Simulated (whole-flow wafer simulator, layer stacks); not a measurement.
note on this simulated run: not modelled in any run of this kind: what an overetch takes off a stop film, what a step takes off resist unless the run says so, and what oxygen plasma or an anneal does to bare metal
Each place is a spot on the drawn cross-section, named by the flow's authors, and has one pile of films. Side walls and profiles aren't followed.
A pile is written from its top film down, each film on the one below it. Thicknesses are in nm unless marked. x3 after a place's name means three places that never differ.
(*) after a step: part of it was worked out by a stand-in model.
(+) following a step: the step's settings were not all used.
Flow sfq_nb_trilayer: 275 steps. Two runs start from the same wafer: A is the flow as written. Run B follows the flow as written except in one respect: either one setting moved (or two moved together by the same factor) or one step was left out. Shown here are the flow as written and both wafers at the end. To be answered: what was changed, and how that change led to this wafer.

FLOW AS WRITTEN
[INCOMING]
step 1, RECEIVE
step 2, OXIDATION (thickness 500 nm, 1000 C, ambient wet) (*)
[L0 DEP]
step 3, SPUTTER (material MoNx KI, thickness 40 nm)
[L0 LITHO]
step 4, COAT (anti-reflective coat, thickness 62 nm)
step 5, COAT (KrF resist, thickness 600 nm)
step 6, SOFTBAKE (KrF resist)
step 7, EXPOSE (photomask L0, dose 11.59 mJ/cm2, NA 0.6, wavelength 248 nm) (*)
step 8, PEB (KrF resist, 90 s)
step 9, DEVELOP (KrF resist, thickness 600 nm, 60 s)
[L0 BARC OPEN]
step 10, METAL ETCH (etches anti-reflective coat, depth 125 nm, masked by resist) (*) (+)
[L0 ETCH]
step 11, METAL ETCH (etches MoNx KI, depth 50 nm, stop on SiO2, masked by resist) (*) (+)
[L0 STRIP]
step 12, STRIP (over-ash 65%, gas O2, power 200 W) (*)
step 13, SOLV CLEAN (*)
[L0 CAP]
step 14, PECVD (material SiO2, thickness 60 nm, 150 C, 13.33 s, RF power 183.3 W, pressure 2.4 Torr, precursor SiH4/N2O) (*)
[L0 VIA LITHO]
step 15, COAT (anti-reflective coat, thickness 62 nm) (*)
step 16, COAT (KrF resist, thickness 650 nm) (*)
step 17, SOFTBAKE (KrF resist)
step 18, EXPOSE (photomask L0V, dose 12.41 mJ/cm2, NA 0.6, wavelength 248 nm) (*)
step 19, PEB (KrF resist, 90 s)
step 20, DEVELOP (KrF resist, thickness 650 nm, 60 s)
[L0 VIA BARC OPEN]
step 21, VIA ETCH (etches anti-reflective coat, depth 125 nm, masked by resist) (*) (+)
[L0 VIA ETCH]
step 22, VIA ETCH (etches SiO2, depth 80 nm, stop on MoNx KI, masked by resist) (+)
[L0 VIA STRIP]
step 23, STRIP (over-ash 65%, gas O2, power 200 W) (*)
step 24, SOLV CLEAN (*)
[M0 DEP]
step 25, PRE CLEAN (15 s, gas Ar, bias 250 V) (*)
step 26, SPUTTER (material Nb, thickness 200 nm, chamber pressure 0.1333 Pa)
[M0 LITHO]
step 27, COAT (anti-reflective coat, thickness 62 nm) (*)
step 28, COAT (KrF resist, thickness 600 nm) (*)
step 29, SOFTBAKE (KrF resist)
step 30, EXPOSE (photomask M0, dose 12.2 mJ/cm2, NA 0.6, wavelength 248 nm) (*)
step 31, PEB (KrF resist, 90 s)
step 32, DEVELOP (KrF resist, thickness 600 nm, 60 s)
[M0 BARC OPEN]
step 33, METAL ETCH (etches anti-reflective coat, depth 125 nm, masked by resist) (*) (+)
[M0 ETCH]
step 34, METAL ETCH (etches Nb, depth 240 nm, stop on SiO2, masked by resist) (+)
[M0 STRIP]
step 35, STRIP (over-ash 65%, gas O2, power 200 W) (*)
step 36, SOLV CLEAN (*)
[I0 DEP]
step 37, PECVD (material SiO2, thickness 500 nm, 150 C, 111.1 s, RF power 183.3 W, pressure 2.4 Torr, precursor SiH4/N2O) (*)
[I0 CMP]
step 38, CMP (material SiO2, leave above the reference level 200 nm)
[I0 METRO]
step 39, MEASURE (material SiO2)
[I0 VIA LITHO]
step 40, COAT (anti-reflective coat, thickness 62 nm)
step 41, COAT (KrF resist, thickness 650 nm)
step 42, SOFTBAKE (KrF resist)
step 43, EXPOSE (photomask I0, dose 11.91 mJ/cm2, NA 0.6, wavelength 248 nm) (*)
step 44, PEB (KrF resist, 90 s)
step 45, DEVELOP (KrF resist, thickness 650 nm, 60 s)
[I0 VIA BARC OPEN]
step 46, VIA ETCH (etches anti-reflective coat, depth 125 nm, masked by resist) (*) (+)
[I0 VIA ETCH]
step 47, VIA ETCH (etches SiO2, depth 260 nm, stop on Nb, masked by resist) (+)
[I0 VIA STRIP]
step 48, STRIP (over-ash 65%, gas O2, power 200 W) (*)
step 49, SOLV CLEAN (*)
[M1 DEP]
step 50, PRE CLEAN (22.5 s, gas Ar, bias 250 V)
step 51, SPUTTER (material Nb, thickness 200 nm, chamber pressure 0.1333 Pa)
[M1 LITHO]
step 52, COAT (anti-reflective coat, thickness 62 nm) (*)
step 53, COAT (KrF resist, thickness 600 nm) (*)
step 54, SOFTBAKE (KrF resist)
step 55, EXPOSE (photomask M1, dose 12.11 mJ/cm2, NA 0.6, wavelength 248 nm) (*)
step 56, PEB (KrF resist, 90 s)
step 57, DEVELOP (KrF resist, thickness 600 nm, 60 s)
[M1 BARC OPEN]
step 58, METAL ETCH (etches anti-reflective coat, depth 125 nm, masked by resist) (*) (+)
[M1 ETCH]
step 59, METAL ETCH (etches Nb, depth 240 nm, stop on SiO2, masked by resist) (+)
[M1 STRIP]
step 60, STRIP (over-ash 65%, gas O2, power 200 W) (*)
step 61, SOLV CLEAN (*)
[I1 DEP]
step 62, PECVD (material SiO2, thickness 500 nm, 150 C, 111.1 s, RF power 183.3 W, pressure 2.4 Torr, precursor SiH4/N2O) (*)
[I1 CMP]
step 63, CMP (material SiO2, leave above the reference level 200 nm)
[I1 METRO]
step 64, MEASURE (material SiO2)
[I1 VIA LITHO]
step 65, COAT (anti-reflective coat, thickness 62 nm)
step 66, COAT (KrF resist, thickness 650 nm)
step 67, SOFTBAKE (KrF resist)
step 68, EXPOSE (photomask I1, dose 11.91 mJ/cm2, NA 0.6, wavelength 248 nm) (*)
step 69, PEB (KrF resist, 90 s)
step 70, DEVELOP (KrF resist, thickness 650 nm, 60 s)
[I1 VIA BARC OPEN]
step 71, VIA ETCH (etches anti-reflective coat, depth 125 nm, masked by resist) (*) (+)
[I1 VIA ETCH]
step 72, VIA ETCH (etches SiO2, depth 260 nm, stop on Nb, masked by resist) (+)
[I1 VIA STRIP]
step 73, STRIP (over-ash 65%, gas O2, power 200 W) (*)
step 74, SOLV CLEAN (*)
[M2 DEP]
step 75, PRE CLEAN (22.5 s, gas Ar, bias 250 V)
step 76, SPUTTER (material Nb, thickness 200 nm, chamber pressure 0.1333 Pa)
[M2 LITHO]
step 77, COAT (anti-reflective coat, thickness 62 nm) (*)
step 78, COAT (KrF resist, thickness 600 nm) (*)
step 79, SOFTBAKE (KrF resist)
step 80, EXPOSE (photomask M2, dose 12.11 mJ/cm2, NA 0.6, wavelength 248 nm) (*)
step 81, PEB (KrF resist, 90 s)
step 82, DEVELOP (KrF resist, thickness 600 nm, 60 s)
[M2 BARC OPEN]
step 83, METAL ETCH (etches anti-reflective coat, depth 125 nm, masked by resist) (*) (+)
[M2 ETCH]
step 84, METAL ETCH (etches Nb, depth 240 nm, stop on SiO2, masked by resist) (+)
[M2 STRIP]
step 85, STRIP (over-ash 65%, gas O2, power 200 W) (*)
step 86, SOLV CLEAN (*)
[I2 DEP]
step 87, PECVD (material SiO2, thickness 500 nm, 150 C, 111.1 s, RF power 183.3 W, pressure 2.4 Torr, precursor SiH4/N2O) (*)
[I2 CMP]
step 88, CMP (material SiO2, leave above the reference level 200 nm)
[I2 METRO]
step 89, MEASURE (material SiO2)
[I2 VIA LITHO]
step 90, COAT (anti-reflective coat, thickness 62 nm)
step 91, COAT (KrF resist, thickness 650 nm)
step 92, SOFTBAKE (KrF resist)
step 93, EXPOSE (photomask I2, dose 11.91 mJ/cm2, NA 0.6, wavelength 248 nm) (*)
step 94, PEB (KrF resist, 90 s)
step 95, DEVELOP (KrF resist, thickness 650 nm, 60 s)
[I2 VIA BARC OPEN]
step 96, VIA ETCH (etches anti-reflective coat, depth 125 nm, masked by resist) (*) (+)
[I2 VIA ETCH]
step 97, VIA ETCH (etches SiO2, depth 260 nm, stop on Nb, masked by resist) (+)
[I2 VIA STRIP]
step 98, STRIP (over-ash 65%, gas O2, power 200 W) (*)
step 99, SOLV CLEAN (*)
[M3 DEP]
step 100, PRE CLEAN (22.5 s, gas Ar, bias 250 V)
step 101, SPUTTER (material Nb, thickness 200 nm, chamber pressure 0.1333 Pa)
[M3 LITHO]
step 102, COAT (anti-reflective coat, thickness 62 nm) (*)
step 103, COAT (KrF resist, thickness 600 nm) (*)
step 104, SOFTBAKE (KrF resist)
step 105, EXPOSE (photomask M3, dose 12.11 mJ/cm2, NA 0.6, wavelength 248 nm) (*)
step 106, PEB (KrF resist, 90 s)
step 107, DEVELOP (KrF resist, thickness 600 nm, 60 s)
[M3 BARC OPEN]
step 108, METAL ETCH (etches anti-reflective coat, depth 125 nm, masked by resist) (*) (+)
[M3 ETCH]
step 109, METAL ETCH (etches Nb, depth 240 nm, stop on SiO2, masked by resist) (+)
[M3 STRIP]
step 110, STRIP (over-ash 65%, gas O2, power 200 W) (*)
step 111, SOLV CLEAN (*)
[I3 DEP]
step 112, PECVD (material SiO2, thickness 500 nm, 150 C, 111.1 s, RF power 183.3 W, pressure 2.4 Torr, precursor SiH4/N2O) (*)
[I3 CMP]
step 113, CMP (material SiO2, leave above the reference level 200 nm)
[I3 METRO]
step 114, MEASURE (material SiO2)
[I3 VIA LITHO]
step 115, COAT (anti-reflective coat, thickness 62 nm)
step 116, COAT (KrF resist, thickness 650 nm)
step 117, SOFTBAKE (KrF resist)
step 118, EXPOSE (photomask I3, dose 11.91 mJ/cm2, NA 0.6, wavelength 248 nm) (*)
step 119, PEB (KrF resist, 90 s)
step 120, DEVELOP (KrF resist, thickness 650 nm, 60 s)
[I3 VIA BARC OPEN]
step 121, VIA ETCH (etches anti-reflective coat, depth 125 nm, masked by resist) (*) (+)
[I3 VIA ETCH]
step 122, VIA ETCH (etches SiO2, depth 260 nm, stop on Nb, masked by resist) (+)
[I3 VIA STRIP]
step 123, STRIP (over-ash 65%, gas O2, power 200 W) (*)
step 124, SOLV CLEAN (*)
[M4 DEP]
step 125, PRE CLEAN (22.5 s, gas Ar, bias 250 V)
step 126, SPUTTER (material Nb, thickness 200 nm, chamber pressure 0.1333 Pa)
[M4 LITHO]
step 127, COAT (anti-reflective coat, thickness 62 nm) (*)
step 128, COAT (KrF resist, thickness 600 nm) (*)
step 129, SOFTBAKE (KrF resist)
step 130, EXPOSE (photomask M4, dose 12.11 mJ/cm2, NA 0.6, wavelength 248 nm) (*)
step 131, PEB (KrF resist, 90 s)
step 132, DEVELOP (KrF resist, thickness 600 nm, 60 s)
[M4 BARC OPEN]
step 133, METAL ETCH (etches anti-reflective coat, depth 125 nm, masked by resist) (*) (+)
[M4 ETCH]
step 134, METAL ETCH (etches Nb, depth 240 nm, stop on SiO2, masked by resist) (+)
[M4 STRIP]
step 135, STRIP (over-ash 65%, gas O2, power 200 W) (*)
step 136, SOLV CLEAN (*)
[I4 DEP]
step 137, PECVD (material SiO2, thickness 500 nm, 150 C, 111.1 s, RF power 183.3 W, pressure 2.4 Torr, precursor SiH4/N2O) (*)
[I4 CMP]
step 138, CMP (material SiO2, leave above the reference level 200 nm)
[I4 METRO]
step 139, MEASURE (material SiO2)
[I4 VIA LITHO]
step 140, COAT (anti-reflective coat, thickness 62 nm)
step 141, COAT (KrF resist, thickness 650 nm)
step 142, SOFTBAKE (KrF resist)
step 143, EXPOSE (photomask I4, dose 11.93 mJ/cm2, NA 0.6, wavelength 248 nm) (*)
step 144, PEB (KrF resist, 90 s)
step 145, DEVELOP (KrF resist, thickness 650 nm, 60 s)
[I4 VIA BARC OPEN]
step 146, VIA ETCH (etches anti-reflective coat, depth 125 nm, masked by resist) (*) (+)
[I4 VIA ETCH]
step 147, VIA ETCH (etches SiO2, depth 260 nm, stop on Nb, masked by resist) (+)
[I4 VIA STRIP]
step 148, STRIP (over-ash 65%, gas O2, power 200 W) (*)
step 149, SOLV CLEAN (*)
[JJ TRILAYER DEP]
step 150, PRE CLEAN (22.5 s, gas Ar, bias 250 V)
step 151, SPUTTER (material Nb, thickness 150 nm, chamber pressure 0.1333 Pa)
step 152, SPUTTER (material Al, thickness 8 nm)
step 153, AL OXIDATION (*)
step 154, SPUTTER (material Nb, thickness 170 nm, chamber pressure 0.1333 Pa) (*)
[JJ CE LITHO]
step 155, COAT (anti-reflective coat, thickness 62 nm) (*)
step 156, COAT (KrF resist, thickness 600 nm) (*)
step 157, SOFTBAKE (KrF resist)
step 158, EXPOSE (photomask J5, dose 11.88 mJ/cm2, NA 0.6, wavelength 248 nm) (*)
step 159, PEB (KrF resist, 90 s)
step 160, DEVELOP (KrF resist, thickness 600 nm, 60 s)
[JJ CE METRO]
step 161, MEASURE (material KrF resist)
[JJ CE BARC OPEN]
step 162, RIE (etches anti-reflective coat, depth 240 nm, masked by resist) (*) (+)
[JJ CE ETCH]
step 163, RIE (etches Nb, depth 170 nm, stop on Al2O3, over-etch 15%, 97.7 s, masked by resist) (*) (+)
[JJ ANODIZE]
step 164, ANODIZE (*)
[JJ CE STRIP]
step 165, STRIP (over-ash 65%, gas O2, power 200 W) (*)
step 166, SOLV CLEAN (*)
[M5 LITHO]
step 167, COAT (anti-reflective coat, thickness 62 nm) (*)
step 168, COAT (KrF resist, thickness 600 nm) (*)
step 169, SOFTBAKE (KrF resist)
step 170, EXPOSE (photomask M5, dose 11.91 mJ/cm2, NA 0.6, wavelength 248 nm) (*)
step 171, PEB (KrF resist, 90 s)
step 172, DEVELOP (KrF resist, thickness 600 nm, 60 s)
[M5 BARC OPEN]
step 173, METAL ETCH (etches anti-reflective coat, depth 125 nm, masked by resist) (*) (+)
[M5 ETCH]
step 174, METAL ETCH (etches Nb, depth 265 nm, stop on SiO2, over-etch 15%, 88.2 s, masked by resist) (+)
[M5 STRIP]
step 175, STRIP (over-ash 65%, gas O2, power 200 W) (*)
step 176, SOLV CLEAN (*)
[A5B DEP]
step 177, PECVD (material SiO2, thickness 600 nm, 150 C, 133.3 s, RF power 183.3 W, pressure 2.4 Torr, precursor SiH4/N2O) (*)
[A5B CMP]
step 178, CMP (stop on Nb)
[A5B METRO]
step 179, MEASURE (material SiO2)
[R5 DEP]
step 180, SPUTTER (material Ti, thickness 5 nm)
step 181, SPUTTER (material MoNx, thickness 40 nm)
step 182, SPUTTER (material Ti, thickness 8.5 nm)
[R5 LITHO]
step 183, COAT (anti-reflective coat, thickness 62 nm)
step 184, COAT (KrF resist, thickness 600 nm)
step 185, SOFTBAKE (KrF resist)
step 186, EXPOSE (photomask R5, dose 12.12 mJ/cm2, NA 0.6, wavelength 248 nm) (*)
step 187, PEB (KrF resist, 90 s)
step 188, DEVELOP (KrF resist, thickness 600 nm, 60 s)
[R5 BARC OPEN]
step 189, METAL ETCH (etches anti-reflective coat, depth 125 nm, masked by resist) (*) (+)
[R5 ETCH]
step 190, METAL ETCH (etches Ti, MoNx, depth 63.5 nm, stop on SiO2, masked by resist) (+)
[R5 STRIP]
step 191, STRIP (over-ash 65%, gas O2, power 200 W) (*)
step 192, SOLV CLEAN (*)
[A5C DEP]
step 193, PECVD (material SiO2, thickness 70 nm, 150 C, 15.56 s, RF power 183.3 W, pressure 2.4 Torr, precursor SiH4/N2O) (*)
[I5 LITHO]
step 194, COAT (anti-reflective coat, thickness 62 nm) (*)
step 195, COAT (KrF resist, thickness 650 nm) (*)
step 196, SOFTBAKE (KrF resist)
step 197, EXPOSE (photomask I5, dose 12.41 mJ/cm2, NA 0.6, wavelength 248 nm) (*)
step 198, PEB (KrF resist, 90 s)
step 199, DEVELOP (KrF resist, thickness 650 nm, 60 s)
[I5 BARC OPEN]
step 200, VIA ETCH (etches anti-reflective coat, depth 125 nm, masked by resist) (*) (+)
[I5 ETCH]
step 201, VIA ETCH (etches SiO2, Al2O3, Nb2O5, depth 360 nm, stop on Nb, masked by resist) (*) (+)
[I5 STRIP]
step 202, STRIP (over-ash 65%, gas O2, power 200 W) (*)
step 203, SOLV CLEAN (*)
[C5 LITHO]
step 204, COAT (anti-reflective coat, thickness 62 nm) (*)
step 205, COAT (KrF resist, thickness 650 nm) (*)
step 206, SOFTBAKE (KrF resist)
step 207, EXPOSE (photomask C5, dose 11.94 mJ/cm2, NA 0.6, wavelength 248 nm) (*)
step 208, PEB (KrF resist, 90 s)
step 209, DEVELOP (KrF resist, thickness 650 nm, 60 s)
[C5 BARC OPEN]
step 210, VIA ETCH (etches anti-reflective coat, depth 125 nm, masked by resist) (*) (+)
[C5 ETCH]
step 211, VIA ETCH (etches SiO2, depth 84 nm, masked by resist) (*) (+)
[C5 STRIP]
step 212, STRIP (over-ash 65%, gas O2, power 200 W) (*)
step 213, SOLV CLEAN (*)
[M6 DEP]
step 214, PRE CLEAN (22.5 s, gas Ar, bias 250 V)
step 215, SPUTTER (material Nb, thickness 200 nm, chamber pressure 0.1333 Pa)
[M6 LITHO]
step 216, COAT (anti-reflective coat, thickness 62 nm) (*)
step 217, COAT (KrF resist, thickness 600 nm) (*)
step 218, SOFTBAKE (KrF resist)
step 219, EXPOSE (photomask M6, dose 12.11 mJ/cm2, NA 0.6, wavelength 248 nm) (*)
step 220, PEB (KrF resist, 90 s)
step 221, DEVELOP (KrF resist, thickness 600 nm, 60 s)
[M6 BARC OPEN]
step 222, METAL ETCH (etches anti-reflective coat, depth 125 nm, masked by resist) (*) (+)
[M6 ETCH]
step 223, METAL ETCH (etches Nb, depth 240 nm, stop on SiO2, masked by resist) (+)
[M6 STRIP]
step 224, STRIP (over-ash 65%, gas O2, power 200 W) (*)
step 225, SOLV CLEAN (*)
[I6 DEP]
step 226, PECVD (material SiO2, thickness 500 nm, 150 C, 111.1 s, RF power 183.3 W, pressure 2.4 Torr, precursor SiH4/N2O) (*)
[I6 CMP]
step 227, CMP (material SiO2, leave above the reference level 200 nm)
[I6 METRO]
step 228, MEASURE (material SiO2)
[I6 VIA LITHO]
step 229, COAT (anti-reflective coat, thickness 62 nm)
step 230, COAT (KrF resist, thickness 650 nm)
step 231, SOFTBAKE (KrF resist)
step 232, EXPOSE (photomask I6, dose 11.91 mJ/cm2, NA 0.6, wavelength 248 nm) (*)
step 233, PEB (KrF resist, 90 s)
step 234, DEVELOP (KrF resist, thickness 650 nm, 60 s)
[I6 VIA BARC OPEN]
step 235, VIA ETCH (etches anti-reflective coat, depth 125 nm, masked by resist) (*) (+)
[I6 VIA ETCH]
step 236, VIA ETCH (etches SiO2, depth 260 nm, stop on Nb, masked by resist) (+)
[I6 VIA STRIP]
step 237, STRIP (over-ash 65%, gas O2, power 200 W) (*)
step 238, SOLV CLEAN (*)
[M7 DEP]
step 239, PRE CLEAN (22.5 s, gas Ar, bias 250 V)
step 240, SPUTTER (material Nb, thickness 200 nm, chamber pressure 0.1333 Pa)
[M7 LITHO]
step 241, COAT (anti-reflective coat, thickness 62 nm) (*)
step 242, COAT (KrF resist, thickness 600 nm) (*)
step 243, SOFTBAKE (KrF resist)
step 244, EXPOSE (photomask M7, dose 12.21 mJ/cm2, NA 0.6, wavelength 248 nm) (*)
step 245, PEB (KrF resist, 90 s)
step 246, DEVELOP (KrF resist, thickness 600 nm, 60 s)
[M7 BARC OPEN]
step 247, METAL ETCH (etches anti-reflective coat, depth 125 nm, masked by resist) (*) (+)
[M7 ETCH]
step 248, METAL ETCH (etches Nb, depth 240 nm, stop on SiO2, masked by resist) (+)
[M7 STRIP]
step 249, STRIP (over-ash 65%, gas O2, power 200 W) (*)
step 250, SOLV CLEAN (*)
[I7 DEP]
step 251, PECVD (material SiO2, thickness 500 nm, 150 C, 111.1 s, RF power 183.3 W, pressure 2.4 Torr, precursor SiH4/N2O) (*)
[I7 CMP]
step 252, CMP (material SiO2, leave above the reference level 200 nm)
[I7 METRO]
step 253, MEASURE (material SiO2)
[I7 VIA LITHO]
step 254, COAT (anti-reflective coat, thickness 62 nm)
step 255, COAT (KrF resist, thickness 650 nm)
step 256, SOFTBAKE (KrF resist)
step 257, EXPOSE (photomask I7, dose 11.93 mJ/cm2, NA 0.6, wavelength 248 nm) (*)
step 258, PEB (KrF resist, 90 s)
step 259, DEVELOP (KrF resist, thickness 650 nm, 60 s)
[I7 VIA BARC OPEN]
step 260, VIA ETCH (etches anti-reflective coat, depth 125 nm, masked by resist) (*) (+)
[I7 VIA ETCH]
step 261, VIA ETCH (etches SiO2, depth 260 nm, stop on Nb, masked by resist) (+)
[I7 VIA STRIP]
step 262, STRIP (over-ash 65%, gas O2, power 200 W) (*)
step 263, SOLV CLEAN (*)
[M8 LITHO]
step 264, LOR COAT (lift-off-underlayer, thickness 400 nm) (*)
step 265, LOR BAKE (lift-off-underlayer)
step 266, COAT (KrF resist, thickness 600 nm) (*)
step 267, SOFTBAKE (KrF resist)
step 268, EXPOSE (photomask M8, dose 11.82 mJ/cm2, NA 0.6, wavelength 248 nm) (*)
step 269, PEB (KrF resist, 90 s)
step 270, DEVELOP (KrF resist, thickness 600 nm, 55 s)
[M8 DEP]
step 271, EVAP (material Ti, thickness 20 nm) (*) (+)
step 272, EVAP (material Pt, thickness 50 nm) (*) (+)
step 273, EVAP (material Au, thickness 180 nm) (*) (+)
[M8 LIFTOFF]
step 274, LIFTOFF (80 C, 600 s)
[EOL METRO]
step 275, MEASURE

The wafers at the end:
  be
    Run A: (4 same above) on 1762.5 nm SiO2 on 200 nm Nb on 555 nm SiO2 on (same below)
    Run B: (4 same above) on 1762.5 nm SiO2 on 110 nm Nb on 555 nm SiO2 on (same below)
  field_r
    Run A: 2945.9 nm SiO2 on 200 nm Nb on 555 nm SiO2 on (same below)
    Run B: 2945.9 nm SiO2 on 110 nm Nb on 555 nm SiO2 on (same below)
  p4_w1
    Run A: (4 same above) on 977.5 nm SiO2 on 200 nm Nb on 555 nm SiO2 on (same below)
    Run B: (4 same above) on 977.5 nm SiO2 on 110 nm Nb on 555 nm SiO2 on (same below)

The reason: step 26, SPUTTER: thickness 110 nm was run, though the flow has thickness 200 nm.
One can read it off the wafer: be has Nb 110, and step 26 as written asks for 200 nm.

How this came from the change, step by step:
  step 26, SPUTTER (material Nb, thickness 200 nm, chamber pressure 0.1333 Pa)
      field_l, via_wl, via_w and 100 more: A +200 Nb (new film) | B +110 Nb (new film)
      v_sur: A +200 Nb (new film) | B +106.2 Nb (new film)
      (as well as at 2 more places)
  step 27, COAT (anti-reflective coat, thickness 62 nm) (*)
      v_sur: A +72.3 anti-reflective coat (new film) | B +74.3 anti-reflective coat (new film)
  step 34, METAL ETCH (etches Nb, depth 240 nm, stop on SiO2, masked by resist) (+)
      field_l, v_sur, via_wl and 100 more: A -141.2 KrF resist | B -97.1 KrF resist
      moat, m0r_space_l x2: A -200 Nb (all of it) | B -110 Nb (all of it)
  step 35, STRIP (over-ash 65%, gas O2, power 200 W) (*)
      p4_fl, p4_fm, p4_w1 and 68 more: A -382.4 KrF resist (all of it), -62 anti-reflective coat (all of it) | B -426.5 KrF resist (all of it), -62 anti-reflective coat (all of it)
      jj_sur, ce_l, r_end: A -389.1 KrF resist (all of it), -63.6 anti-reflective coat (all of it) | B -433.1 KrF resist (all of it), -63.6 anti-reflective coat (all of it)
      (as well as at 29 more places)
  step 37, PECVD (material SiO2, thickness 500 nm, 150 C, 111.1 s, RF power 183.3 W, pressure 2.4 Torr, precursor SiH4/N2O) (*)
      moat, m0r_space_l x2: A +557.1 SiO2 | B +500 SiO2
  step 38, CMP (material SiO2, leave above the reference level 200 nm)
      moat, m0r_space_l x2: A -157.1 SiO2 | B -190 SiO2
